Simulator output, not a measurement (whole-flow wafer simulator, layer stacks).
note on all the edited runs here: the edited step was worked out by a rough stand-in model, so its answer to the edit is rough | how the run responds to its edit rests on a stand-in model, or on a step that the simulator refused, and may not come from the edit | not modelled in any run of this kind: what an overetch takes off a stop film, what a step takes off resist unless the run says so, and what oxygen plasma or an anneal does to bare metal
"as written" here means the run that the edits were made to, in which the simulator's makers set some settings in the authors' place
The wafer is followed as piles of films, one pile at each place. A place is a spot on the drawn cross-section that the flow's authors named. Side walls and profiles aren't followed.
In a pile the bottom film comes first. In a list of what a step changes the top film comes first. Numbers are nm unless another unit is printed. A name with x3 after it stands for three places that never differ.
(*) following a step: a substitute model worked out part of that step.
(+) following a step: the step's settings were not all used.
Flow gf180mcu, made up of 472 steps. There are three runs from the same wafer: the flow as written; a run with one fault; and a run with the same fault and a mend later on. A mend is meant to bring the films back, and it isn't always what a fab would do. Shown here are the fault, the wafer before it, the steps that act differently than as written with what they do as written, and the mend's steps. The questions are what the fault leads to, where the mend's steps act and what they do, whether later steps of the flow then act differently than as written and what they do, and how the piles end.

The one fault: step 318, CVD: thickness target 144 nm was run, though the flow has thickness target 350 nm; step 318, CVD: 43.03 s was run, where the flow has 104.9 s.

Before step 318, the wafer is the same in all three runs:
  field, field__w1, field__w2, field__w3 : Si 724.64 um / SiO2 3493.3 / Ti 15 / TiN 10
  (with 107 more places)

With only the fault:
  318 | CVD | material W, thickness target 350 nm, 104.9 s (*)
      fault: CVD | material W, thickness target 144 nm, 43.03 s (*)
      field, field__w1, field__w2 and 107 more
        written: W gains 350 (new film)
        fault: W gains 145.2 (new film)
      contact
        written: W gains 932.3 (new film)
        fault: W gains 727.5 (new film)
  Later steps of the flow acting differently than as written:
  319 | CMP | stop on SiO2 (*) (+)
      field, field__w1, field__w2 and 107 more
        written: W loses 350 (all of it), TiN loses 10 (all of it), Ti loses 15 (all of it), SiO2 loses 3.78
        fault: W loses 145.2 (all of it), TiN loses 10 (all of it), Ti loses 15 (all of it), SiO2 loses 1.72
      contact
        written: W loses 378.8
        fault: W loses 171.9
  When the end is reached, the piles differ only a little from the flow's at the places that both follow, at most by 2% or 0.5 nm, whichever is larger.

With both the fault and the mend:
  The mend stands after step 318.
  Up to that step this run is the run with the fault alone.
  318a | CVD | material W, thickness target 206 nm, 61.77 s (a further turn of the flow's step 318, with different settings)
      field, field__w1, field__w2 and 108 more
        W gains 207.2
  None of the later steps of the flow differs from how it acts as written, at any place that is followed, by more than 2% or 0.5 nm, whichever is larger.
  When the end is reached, the piles differ only a little from the flow's at the places that both follow, at most by 2% or 0.5 nm, whichever is larger.
